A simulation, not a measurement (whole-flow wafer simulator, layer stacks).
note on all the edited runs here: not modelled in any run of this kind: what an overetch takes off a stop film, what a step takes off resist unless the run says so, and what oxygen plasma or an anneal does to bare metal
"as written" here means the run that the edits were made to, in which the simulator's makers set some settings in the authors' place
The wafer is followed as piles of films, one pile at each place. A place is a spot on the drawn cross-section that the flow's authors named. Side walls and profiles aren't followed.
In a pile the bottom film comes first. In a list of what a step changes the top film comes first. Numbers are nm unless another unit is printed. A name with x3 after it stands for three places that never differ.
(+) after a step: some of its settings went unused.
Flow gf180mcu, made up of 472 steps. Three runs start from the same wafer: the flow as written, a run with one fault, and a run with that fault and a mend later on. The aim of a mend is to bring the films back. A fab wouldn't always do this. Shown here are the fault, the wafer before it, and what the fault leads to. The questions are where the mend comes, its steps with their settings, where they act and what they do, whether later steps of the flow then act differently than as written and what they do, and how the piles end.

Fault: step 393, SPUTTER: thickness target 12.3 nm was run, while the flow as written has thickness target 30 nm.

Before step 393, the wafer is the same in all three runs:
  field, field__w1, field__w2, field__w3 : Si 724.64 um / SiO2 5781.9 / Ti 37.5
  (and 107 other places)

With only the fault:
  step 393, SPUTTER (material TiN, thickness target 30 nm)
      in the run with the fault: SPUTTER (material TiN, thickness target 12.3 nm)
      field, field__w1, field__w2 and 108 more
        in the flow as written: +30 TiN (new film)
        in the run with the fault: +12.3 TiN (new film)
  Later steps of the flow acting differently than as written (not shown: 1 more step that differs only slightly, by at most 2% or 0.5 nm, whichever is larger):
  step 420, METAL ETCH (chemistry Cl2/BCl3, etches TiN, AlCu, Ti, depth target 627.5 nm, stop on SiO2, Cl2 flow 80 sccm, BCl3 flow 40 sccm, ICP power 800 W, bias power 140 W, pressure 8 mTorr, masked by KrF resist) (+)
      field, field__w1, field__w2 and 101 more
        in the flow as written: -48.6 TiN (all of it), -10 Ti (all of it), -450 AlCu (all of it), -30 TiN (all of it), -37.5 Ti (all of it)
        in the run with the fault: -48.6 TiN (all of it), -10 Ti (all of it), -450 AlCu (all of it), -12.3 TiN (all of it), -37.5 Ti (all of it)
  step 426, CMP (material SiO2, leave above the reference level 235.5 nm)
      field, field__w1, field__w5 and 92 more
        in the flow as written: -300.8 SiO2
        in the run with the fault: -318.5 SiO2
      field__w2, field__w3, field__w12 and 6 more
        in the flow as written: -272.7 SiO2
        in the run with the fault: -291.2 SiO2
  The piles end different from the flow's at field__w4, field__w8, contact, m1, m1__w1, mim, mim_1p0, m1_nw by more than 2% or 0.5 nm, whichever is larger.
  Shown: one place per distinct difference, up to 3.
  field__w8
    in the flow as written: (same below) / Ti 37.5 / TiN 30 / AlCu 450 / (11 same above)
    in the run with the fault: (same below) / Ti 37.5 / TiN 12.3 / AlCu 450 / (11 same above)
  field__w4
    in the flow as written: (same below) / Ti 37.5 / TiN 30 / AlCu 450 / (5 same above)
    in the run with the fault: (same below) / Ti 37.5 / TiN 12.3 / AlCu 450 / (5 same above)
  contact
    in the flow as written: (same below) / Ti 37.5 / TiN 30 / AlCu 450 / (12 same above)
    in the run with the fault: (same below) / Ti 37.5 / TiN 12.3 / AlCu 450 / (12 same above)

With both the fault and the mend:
  The mend stands after step 393.
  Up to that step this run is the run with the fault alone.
  step 393a, SPUTTER (material TiN, thickness target 17.7 nm) (the flow's step 393, run once more with other settings)
      field, field__w1, field__w2 and 108 more
        +17.7 TiN
  None of the later steps of the flow acts differently than as written at any place that is followed.
  At every place that both follow, the piles at the end match the flow's.
